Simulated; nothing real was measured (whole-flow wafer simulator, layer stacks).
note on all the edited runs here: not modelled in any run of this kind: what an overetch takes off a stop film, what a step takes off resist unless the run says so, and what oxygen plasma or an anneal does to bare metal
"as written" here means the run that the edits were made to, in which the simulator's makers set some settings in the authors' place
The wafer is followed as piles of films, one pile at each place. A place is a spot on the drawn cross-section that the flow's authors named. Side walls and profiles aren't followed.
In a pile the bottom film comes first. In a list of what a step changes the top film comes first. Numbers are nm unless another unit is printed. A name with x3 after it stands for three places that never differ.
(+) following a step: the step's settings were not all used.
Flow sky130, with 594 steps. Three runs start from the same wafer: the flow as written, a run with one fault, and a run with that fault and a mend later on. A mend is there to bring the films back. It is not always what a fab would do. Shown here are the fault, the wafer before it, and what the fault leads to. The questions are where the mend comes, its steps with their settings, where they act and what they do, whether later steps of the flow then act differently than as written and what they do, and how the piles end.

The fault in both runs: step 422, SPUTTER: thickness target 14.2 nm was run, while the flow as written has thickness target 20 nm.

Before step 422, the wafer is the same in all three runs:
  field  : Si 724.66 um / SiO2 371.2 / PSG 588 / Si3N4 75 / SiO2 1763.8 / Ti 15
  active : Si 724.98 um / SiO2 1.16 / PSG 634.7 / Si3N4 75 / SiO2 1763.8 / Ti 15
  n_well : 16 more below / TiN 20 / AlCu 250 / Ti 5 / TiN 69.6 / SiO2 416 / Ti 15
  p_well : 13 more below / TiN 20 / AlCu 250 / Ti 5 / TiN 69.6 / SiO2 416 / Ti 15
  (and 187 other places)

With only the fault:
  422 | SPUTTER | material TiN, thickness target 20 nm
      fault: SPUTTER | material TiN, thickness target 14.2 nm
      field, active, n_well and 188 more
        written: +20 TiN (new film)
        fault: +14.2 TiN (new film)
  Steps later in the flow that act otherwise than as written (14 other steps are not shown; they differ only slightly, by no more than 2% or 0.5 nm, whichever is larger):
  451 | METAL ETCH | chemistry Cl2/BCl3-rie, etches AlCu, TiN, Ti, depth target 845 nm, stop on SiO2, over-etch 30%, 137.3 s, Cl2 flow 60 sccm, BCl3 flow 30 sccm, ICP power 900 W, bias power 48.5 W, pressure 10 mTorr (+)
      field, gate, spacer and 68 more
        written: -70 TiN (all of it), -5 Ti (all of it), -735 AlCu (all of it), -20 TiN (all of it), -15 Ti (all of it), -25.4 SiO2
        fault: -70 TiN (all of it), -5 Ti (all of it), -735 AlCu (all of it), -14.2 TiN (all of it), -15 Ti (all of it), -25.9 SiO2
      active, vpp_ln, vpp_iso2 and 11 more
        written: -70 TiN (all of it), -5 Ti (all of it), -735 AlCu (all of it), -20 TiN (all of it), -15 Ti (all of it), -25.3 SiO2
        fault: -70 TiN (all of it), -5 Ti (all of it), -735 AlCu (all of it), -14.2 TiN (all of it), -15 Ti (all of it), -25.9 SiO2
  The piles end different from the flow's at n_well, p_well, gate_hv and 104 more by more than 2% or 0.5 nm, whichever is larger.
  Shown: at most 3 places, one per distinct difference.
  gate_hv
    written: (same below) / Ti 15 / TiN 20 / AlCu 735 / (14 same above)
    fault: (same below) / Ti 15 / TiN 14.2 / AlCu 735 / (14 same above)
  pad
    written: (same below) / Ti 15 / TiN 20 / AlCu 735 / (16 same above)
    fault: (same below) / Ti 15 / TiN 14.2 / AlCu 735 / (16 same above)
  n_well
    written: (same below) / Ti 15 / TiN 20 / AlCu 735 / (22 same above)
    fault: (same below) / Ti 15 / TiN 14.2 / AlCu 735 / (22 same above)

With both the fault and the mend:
  The mend stands after step 422.
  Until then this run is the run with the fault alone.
  422a | SPUTTER | material TiN, thickness target 5.8 nm (the flow's step 422, run once more with other settings)
      field, active, n_well and 188 more
        +5.8 TiN
  None of the later steps of the flow acts differently than as written at any place that is followed.
  At every place that both follow, the piles at the end match the flow's.
